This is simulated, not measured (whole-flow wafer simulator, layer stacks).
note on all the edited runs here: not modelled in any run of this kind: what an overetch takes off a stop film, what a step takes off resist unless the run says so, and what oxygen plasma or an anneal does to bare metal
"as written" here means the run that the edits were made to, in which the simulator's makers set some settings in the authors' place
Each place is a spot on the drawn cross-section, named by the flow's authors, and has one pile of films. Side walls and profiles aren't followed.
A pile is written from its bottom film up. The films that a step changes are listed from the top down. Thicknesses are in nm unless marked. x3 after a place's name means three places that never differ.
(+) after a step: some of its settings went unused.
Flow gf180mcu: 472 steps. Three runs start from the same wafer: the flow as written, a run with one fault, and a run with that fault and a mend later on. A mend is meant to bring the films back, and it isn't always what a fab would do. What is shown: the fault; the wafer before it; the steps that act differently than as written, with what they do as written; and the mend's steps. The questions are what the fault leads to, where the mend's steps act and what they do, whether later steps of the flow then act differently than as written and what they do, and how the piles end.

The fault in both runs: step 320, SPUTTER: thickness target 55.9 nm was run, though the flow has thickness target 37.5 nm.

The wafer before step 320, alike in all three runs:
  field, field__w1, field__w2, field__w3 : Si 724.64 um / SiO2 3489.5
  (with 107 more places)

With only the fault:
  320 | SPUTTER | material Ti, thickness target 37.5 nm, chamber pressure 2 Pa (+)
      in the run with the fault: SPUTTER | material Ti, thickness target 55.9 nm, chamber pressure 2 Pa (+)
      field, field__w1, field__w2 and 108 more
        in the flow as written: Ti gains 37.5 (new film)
        in the run with the fault: Ti gains 55.9 (new film)
  Steps later in the flow that act otherwise than as written:
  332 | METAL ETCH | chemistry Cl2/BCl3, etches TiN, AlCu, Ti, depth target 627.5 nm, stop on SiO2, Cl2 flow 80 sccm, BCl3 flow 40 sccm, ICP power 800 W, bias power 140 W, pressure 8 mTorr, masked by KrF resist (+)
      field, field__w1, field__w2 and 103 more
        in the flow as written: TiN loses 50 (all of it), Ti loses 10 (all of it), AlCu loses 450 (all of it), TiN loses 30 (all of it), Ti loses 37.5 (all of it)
        in the run with the fault: TiN loses 50 (all of it), Ti loses 10 (all of it), AlCu loses 450 (all of it), TiN loses 30 (all of it), Ti loses 55.9 (all of it)
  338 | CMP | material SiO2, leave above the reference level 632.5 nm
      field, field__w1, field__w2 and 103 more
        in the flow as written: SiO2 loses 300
        in the run with the fault: SiO2 loses 281.6
  The piles end different from the flow's at field__w8, contact, m1, m1__w1, m1_nw by more than 2% or 0.5 nm, whichever is larger.
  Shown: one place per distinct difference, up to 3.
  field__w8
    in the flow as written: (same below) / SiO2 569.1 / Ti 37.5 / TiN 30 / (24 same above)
    in the run with the fault: (same below) / SiO2 569.1 / Ti 55.9 / TiN 30 / (24 same above)
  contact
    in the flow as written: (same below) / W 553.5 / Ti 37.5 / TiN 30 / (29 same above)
    in the run with the fault: (same below) / W 553.5 / Ti 55.9 / TiN 30 / (29 same above)

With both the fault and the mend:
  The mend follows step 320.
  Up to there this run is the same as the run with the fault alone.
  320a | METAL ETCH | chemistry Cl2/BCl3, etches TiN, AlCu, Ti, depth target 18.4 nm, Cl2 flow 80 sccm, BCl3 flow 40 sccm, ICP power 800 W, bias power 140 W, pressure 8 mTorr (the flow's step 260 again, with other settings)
      field, field__w1, field__w2 and 108 more
        Ti loses 18.4
  Every later step of the flow that is run acts as written at every place that is followed.
  The piles end the same as the flow's at every place that both follow.
